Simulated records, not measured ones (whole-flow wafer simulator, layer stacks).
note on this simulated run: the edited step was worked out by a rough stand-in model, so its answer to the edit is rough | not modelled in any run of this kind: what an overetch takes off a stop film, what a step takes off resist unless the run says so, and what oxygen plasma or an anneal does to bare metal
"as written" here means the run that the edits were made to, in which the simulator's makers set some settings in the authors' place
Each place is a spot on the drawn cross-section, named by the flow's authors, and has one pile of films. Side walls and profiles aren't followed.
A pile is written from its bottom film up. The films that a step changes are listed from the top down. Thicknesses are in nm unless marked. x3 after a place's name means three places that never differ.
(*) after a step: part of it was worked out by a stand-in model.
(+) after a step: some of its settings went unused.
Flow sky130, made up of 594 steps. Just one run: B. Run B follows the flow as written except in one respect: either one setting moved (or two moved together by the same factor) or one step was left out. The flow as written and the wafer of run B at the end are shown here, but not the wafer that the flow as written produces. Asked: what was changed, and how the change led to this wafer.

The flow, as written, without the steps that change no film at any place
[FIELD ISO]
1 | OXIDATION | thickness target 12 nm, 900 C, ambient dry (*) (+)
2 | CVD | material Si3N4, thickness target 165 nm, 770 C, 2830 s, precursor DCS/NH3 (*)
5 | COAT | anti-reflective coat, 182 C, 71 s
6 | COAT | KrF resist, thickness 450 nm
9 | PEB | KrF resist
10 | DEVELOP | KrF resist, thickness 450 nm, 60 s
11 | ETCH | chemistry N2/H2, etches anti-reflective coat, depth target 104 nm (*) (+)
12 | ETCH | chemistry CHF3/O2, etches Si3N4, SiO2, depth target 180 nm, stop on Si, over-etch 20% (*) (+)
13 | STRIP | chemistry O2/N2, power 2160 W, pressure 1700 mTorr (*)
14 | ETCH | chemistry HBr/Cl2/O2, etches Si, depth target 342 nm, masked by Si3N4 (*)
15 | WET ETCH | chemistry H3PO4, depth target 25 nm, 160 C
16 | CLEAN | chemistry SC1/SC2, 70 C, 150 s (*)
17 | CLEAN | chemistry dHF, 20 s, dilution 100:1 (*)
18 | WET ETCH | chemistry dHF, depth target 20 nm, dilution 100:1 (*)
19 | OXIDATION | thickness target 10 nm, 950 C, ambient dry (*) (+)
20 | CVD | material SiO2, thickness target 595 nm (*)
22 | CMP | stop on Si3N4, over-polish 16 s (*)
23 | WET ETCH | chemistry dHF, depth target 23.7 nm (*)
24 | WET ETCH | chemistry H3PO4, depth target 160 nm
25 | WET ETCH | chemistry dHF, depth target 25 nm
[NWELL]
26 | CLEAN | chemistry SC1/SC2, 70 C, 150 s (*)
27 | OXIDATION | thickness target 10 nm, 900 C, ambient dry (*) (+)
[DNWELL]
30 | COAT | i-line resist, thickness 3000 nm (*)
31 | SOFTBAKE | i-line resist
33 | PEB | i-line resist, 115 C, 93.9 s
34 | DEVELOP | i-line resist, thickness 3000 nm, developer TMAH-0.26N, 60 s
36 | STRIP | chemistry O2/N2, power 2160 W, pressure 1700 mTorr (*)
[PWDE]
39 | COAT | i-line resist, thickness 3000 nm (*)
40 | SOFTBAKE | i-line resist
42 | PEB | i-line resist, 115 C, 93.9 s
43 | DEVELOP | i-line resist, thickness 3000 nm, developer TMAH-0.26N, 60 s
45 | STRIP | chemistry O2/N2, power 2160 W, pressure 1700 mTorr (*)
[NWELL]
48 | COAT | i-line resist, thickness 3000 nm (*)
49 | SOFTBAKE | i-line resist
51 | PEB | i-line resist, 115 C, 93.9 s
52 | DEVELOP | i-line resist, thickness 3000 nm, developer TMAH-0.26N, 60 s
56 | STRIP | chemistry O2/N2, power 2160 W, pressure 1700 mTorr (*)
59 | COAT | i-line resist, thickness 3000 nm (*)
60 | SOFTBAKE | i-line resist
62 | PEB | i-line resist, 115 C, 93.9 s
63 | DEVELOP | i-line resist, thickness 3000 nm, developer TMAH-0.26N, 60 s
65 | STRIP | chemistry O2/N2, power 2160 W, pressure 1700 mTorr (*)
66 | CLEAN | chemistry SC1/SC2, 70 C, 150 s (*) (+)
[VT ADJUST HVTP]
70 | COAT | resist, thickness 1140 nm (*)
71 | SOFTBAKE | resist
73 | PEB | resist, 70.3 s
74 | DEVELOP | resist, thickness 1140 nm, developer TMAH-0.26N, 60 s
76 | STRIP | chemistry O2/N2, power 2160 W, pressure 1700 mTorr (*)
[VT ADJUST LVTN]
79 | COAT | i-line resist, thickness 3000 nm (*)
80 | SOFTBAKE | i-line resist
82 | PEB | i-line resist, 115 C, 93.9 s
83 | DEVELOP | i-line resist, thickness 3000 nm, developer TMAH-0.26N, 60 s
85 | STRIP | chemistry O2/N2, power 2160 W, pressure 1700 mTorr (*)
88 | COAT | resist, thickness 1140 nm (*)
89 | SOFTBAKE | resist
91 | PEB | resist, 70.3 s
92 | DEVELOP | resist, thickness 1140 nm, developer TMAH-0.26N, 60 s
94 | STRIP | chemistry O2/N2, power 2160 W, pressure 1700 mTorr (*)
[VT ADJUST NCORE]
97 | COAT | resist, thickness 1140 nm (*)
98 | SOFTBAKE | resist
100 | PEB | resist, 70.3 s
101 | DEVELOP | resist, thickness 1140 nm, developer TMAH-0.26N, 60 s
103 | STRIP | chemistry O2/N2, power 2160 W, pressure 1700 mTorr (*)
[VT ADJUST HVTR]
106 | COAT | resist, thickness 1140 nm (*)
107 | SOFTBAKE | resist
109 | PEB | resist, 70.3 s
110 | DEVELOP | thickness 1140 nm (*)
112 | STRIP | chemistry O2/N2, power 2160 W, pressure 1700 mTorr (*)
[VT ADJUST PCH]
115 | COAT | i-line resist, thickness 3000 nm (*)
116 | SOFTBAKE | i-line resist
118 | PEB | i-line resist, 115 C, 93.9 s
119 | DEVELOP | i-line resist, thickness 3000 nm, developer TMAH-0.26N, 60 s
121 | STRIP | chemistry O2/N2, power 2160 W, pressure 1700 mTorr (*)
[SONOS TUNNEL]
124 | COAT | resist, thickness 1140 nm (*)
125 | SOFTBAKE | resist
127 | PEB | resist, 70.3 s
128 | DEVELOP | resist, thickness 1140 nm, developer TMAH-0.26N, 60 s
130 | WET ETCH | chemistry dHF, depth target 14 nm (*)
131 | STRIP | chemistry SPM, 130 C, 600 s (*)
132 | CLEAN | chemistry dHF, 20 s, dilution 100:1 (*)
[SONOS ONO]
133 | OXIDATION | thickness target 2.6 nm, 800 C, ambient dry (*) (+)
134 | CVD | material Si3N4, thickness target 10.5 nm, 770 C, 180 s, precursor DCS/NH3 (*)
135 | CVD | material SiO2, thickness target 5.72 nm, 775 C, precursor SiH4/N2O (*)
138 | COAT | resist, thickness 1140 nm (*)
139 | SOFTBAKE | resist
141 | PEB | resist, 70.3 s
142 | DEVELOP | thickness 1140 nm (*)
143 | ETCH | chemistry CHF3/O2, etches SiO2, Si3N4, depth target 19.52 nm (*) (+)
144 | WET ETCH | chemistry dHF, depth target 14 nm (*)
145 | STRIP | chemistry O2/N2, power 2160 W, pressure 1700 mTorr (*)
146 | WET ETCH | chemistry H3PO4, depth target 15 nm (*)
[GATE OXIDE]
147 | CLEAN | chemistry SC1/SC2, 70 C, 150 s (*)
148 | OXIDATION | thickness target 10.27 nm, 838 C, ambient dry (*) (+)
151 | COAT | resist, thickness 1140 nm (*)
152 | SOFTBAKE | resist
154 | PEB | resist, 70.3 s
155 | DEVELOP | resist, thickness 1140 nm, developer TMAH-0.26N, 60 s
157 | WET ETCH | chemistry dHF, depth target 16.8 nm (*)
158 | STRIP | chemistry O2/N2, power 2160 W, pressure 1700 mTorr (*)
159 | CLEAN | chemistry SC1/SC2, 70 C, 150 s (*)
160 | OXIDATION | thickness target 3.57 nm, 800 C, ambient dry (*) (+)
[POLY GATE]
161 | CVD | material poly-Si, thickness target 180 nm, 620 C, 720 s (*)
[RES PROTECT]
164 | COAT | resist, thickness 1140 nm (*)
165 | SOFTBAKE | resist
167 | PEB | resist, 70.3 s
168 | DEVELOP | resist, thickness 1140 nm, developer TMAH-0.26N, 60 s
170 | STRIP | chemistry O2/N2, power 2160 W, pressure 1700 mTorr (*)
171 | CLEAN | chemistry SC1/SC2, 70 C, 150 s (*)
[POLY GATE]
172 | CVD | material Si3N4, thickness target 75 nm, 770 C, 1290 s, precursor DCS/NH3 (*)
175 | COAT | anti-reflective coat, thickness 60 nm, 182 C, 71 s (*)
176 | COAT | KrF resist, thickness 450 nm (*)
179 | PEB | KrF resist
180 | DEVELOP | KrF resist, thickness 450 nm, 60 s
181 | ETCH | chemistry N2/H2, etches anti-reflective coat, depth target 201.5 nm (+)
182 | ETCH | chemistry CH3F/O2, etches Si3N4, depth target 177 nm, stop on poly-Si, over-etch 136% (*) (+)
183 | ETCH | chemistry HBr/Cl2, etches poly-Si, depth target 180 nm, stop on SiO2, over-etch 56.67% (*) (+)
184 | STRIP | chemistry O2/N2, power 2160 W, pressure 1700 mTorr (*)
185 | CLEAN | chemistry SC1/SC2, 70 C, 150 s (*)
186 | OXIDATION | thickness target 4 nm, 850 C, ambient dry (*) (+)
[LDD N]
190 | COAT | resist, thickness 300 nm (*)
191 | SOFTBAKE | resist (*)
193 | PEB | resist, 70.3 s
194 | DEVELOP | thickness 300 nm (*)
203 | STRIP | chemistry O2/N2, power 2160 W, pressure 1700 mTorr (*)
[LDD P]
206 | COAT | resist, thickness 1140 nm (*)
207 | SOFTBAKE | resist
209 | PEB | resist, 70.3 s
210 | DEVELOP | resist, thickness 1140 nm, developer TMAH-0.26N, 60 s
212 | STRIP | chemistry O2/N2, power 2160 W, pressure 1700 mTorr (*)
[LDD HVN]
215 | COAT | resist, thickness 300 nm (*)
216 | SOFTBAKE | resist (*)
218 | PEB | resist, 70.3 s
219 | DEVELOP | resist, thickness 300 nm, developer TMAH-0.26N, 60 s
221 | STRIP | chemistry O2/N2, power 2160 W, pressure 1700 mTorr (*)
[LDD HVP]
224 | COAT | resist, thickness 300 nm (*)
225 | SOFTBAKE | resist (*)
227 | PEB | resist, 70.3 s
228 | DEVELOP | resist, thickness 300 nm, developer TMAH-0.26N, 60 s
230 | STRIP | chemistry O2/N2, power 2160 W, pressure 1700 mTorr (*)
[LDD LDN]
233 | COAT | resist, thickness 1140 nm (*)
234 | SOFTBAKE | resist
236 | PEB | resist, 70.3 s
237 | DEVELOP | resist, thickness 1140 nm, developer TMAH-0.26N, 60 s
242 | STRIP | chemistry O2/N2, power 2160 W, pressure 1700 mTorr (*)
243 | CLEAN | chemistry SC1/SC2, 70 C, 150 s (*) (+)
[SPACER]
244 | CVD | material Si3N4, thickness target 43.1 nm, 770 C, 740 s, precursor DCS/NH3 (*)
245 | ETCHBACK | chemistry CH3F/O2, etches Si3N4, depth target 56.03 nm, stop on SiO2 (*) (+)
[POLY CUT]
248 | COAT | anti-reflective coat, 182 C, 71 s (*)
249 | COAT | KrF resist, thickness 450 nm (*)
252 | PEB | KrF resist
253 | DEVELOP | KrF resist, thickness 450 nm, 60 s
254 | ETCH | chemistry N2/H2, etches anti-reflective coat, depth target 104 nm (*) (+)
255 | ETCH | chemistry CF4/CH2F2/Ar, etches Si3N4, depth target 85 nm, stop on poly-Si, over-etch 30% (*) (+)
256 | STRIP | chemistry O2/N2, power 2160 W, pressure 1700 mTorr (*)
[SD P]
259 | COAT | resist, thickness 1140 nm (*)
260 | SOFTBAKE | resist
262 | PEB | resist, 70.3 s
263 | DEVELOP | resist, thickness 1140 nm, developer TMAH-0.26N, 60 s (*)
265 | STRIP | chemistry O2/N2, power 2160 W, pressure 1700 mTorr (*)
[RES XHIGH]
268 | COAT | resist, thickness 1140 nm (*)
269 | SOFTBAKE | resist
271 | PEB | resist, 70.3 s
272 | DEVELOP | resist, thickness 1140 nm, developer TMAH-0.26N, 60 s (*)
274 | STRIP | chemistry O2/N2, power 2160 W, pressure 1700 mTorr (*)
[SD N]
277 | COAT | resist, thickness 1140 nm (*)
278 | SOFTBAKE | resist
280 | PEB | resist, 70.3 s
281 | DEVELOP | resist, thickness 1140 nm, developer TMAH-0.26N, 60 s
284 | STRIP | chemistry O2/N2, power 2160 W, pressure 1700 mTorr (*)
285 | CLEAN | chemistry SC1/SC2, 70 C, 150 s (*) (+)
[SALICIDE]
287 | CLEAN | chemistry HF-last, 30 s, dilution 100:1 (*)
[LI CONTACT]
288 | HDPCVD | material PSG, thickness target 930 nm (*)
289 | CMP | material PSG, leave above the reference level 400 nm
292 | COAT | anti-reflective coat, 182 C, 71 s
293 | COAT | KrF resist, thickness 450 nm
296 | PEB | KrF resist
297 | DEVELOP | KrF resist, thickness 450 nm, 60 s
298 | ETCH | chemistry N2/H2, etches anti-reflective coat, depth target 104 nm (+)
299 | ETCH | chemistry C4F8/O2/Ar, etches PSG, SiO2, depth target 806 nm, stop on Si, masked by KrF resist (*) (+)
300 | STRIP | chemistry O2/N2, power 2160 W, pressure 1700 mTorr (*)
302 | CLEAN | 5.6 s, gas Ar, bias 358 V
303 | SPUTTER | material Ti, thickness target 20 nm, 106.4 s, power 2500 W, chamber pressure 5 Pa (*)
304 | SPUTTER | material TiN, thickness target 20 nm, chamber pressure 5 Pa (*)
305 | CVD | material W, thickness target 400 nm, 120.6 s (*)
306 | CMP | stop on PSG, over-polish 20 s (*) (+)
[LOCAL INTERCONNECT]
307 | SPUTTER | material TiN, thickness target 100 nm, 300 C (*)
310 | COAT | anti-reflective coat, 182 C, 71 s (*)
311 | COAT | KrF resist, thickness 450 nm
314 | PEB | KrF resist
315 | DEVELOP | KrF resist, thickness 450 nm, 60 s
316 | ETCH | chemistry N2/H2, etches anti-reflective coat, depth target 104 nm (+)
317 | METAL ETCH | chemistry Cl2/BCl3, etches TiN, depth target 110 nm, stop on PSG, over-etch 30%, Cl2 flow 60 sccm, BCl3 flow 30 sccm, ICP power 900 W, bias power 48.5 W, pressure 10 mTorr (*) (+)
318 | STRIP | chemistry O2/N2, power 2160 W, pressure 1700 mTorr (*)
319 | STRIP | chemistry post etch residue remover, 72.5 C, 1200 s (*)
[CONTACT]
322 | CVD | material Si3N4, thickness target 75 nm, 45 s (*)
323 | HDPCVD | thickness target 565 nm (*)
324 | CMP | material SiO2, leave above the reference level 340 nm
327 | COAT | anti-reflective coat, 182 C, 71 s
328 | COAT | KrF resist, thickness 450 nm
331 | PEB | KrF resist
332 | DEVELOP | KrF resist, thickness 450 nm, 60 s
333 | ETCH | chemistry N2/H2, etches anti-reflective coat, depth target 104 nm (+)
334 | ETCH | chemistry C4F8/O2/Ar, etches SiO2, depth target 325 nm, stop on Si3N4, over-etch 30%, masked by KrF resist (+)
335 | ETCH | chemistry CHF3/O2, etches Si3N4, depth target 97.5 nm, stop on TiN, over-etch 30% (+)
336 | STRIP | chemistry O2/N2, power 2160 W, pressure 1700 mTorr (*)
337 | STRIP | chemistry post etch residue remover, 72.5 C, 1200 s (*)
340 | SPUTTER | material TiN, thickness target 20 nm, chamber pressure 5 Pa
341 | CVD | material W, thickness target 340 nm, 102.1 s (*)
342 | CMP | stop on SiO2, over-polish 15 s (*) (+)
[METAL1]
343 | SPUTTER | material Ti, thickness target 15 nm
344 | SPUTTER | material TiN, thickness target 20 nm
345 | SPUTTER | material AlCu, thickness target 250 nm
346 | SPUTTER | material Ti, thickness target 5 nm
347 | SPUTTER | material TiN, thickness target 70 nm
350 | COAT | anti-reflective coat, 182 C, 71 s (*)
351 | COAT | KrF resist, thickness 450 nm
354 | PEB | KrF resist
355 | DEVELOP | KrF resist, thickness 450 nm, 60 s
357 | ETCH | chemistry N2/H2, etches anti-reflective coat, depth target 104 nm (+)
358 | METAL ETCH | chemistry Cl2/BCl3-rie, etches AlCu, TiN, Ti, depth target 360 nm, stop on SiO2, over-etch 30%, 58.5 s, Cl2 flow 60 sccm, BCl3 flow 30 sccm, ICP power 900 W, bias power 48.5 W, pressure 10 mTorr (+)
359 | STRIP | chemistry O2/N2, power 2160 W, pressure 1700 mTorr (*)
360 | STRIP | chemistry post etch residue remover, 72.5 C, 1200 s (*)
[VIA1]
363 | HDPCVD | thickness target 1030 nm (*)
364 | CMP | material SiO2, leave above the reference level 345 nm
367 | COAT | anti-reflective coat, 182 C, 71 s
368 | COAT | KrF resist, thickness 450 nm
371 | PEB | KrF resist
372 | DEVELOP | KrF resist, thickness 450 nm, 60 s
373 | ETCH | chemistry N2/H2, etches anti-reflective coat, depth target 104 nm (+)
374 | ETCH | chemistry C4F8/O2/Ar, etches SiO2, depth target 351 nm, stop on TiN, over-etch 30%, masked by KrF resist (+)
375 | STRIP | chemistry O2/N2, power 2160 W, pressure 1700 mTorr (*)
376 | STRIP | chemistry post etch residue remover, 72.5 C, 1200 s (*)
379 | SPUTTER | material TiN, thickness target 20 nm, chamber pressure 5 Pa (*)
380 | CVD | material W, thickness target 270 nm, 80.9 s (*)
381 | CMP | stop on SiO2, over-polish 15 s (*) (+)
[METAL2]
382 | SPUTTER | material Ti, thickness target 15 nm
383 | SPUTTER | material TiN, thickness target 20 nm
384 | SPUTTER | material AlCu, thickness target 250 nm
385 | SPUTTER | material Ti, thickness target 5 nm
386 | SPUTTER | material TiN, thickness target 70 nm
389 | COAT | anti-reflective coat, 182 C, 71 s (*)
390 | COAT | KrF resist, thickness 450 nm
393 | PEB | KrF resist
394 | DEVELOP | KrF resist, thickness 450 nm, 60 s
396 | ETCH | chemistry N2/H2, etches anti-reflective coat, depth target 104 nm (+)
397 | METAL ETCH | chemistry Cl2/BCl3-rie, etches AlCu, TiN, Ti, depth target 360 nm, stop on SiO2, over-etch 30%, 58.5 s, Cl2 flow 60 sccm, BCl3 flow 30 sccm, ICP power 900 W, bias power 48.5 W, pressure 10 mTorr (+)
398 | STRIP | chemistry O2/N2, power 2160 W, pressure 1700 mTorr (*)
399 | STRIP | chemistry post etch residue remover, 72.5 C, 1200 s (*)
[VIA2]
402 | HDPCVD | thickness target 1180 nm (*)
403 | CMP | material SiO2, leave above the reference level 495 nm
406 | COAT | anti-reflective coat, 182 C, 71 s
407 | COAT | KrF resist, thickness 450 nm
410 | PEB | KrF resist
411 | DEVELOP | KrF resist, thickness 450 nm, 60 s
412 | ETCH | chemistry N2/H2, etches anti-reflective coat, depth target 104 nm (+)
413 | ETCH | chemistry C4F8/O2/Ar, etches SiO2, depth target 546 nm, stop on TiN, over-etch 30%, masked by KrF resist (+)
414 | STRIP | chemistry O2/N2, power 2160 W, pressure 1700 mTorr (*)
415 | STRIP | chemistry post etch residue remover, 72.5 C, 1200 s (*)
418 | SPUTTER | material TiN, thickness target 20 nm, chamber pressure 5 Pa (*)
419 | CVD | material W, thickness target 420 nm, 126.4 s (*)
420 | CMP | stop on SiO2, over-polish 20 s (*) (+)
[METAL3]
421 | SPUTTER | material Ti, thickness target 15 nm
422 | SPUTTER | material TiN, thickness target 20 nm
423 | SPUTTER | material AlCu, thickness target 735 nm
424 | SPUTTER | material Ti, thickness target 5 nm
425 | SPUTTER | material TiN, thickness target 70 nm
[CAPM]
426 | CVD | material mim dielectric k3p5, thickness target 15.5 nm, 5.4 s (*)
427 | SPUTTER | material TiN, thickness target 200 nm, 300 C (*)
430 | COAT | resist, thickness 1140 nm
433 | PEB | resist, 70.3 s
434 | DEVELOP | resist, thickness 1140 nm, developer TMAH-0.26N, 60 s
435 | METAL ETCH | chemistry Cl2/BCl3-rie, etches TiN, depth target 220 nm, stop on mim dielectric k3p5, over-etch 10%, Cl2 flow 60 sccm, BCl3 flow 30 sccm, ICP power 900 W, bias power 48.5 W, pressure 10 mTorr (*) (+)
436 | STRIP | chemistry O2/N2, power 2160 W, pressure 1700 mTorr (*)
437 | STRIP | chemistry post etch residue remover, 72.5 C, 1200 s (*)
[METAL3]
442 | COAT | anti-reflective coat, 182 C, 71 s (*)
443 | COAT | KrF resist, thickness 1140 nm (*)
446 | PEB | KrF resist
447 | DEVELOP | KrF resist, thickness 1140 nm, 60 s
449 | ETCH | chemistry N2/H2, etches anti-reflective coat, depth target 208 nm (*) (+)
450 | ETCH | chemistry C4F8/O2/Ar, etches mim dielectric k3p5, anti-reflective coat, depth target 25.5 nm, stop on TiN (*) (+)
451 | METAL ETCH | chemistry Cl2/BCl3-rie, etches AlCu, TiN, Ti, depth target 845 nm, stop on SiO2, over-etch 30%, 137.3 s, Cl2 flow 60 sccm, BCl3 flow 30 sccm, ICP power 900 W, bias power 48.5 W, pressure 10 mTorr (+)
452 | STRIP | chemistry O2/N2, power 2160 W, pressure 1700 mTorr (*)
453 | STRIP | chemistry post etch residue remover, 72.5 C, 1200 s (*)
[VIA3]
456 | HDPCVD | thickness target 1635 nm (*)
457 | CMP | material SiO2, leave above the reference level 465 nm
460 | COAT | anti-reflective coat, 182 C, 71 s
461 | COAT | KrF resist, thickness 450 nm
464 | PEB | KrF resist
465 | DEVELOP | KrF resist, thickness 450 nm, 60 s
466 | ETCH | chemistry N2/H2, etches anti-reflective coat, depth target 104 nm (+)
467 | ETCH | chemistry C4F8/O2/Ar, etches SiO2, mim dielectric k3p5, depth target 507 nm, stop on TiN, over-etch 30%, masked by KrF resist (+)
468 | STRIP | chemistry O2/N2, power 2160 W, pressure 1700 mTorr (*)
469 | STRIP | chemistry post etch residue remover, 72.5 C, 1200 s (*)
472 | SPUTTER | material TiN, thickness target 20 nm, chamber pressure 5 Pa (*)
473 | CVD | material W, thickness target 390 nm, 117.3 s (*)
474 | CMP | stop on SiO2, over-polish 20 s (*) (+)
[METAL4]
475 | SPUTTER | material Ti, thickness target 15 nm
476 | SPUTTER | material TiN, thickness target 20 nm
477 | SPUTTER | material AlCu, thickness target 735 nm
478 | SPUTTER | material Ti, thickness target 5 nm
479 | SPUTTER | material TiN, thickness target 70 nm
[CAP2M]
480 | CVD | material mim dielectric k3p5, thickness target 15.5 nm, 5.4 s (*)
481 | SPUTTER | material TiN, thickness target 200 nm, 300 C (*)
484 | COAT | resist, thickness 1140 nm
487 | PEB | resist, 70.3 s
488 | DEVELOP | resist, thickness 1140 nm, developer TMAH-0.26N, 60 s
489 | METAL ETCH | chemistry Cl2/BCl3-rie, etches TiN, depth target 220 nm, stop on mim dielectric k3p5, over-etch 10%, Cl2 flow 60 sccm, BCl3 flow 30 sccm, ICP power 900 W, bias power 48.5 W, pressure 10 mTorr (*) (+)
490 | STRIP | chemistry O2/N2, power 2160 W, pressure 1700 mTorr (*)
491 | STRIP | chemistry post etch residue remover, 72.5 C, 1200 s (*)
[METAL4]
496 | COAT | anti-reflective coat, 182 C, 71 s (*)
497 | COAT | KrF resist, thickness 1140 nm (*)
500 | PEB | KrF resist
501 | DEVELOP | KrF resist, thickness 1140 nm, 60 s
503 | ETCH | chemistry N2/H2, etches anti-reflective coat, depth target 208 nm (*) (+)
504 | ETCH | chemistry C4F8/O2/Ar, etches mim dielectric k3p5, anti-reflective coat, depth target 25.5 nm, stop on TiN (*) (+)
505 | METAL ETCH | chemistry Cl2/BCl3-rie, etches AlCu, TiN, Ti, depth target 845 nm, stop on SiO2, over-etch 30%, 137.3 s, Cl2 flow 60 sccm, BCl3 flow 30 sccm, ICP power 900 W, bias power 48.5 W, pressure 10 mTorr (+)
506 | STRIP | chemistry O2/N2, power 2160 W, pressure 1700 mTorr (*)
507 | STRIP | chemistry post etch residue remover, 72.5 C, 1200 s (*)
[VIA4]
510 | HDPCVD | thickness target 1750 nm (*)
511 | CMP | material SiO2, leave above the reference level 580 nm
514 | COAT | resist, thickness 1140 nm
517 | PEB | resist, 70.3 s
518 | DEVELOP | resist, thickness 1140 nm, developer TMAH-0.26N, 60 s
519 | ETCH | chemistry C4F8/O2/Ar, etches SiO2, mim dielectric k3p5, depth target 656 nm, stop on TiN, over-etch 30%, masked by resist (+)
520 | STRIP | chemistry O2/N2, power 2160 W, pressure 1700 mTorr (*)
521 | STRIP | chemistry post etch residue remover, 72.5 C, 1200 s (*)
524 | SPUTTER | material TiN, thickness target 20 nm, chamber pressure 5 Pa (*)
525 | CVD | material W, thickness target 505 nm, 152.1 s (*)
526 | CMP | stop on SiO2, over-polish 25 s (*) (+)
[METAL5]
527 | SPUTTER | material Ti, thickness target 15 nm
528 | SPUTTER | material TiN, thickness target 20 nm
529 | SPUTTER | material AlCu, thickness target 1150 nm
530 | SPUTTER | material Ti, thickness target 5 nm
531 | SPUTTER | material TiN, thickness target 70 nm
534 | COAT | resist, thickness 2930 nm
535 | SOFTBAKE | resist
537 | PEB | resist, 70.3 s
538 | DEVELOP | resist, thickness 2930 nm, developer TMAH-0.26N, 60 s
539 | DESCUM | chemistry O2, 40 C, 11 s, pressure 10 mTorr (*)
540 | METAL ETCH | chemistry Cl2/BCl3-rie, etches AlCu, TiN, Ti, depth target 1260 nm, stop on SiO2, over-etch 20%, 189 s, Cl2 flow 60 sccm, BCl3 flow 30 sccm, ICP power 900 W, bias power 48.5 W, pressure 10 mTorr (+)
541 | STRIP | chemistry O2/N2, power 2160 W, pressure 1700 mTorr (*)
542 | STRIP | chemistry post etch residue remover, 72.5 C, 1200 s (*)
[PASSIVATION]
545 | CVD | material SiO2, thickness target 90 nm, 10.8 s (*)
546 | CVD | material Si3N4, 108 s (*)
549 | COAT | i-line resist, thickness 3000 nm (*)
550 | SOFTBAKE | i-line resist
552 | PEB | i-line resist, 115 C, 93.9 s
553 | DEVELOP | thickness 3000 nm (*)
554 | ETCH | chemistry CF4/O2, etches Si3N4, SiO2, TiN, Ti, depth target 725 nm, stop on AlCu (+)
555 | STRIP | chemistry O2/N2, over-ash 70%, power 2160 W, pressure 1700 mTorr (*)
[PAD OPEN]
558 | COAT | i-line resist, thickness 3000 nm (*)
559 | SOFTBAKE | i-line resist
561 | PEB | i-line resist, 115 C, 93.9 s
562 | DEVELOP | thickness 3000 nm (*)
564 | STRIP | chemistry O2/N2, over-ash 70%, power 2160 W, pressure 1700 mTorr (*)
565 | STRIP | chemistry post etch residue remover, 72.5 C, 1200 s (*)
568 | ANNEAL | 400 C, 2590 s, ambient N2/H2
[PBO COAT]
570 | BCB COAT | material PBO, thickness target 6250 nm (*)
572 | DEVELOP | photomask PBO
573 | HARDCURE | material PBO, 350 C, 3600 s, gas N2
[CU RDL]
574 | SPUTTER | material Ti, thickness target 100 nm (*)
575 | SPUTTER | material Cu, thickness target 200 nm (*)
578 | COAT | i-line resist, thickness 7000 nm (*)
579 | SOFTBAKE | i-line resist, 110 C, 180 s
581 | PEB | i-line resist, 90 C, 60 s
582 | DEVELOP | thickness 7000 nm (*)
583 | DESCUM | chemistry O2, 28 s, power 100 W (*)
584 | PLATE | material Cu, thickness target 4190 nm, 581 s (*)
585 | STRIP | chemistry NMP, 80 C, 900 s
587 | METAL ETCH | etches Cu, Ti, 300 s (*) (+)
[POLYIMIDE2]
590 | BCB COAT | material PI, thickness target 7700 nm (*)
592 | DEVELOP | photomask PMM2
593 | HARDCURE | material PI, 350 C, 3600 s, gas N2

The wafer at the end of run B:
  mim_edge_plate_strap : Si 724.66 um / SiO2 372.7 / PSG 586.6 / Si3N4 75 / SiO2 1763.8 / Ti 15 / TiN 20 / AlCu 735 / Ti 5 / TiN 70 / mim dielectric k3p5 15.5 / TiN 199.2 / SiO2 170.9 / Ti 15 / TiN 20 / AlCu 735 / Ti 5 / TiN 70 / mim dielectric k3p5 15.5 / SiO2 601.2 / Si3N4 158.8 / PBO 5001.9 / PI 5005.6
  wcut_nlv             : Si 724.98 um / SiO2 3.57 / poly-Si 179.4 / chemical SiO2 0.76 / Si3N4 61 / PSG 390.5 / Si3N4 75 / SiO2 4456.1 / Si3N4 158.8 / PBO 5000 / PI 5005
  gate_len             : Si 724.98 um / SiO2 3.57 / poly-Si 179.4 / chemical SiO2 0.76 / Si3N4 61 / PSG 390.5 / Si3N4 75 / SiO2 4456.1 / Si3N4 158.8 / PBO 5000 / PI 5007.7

The reason: step 545, CVD: thickness target 103 nm was run, while the flow as written has thickness target 90 nm; step 545, CVD: 12.3 s was run, where the flow has 10.8 s.

Step by step, how the change led to this:
  545 | CVD | material SiO2, thickness target 90 nm, 10.8 s (*)
      field, active, gate and 175 more: SiO2 gains 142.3 (in the flow as written it would be: SiO2 gains 125.2)
      n_well, p_well, sd_n and 12 more: SiO2 gains 142.3 (new film) (in the flow as written it would be: SiO2 gains 125.2 (new film))
  550 | SOFTBAKE | i-line resist
      spacer: i-line resist loses 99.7 (in the flow as written it would be: i-line resist loses 97.5)
      pplus_nw: i-line resist loses 56.9 (in the flow as written it would be: i-line resist loses 55.7)
      (as well as at 18 more places)
  554 | ETCH | chemistry CF4/O2, etches Si3N4, SiO2, TiN, Ti, depth target 725 nm, stop on AlCu (+)
      field, active, n_well and 189 more: i-line resist loses 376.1 (in the flow as written it would be: i-line resist loses 358.9)
      pad: Si3N4 loses 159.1 (all of it), SiO2 loses 142.3 (all of it), TiN loses 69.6 (all of it), Ti loses 5 (all of it) (in the flow as written it would be: Si3N4 loses 159.1 (all of it), SiO2 loses 125.2 (all of it), TiN loses 69.6 (all of it), Ti loses 5 (all of it))
  559 | SOFTBAKE | i-line resist
      pplus_nw: i-line resist loses 56.9 (in the flow as written it would be: i-line resist loses 55.7)
      pwell_dnw: i-line resist loses 29 (in the flow as written it would be: i-line resist loses 28.2)
      (as well as at 19 more places)
  578 | COAT | i-line resist, thickness 7000 nm (*)
      pad: i-line resist gains 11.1 um (new film) (in the flow as written it would be: i-line resist gains 11.08 um (new film))
  582 | DEVELOP | thickness 7000 nm (*)
      pad: i-line resist loses 11.1 um (all of it) (in the flow as written it would be: i-line resist loses 11.08 um (all of it))
